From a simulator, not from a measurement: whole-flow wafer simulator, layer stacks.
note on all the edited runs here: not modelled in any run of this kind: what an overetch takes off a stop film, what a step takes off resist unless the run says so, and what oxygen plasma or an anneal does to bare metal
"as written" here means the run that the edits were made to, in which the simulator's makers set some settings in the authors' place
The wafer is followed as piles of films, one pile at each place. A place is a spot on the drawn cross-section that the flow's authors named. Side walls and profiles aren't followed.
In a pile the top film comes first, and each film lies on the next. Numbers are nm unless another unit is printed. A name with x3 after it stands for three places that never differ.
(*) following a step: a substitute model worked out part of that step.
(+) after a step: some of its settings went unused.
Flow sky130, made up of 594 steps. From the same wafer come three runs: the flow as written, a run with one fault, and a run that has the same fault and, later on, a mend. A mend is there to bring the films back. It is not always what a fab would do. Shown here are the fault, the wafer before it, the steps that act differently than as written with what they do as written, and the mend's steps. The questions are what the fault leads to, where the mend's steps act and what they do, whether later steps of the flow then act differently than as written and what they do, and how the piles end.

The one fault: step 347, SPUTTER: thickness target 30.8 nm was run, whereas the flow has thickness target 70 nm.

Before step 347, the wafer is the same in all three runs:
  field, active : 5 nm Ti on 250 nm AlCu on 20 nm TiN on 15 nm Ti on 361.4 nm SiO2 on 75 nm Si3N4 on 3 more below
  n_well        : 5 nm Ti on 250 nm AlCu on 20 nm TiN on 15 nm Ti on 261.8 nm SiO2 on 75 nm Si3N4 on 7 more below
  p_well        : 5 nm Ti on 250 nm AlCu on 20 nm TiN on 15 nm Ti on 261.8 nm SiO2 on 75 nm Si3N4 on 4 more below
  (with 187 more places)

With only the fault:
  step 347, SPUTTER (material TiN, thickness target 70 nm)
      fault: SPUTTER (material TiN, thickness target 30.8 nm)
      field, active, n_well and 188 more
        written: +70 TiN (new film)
        fault: +30.8 TiN (new film)
  Later steps of the flow acting differently than as written (15 other steps are not shown; they differ only slightly, by no more than 2% or 0.5 nm, whichever is larger):
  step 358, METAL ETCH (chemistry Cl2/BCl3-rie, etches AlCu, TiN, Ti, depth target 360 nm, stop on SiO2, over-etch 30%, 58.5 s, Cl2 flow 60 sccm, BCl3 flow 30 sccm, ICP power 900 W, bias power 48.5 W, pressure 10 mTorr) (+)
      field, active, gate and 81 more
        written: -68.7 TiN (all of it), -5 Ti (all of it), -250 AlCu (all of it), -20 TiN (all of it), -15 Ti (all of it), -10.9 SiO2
        fault: -29.5 TiN (all of it), -5 Ti (all of it), -250 AlCu (all of it), -20 TiN (all of it), -15 Ti (all of it), -14.9 SiO2
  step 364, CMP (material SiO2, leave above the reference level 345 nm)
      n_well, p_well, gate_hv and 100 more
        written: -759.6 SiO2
        fault: -720.4 SiO2
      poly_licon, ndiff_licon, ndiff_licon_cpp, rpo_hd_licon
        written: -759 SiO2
        fault: -719.8 SiO2
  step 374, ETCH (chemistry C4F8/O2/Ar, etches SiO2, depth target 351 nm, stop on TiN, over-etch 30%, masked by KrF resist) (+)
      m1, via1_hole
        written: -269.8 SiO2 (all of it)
        fault: -309 SiO2 (all of it)
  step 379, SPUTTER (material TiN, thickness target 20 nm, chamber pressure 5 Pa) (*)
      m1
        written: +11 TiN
        fault: +10.3 TiN
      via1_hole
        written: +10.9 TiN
        fault: +10.2 TiN
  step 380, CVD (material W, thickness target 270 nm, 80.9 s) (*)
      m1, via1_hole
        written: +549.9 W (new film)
        fault: +589.8 W (new film)
  The piles end different from the flow's at n_well, p_well, gate_hv and 104 more by more than 2% or 0.5 nm, whichever is larger.
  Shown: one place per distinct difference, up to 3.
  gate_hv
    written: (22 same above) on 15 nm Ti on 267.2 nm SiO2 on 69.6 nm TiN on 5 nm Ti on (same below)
    fault: (22 same above) on 15 nm Ti on 306.4 nm SiO2 on 30.4 nm TiN on 5 nm Ti on (same below)
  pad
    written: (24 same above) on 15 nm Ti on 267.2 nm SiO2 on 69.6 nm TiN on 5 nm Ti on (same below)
    fault: (24 same above) on 15 nm Ti on 306.4 nm SiO2 on 30.4 nm TiN on 5 nm Ti on (same below)
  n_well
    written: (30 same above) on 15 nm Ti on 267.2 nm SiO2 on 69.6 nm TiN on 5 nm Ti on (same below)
    fault: (30 same above) on 15 nm Ti on 306.4 nm SiO2 on 30.4 nm TiN on 5 nm Ti on (same below)

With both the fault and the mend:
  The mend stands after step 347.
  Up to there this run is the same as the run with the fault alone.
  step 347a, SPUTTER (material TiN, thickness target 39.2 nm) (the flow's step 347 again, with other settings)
      field, active, n_well and 188 more
        +39.2 TiN
  Every later step of the flow that is run acts as written at every place that is followed.
  By the end, the piles equal the flow's at every place that both follow.
